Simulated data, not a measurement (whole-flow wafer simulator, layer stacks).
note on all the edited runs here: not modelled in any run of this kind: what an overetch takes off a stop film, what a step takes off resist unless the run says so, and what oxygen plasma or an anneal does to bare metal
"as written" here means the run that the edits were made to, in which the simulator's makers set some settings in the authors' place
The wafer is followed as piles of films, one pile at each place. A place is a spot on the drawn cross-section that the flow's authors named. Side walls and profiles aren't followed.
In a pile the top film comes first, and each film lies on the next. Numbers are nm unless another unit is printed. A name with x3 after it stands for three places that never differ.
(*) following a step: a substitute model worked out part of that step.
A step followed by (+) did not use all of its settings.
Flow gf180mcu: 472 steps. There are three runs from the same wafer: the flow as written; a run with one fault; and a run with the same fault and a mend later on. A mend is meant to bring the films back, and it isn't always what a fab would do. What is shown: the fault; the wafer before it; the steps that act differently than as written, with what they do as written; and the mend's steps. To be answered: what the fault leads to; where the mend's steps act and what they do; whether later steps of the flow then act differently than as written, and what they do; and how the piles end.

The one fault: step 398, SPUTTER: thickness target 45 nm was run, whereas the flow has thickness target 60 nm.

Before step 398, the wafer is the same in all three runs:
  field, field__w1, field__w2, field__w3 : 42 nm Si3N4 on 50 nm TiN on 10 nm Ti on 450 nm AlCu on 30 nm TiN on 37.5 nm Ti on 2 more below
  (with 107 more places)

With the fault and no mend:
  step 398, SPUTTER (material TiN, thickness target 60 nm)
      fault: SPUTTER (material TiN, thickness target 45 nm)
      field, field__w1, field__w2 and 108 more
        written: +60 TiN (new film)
        fault: +45 TiN (new film)
  Steps further on in the flow that do not act as written (8 more steps, not shown, differ only slightly: by at most 2% or 0.5 nm, whichever is larger):
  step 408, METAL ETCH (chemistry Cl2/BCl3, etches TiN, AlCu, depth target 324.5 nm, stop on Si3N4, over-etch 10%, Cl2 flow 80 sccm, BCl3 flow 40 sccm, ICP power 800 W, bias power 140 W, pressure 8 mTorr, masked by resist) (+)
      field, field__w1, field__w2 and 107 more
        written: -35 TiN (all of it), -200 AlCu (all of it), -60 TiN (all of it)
        fault: -35 TiN (all of it), -200 AlCu (all of it), -45 TiN (all of it)
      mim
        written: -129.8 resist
        fault: -123.2 resist
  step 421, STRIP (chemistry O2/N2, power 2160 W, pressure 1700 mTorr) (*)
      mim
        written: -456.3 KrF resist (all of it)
        fault: -467.5 KrF resist (all of it)
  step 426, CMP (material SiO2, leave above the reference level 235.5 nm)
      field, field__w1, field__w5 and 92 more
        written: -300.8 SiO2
        fault: -315.8 SiO2
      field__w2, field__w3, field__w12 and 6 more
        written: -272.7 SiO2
        fault: -287.7 SiO2
  The piles end different from the flow's at mim by more than 2% or 0.5 nm, whichever is larger.
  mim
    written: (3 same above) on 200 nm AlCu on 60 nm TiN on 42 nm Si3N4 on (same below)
    fault: (3 same above) on 200 nm AlCu on 45 nm TiN on 42 nm Si3N4 on (same below)

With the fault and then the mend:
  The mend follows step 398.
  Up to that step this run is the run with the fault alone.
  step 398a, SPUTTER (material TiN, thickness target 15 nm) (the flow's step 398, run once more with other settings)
      field, field__w1, field__w2 and 108 more
        +15 TiN
  None of the later steps of the flow acts differently than as written at any place that is followed.
  The piles end the same as the flow's at every place that both follow.
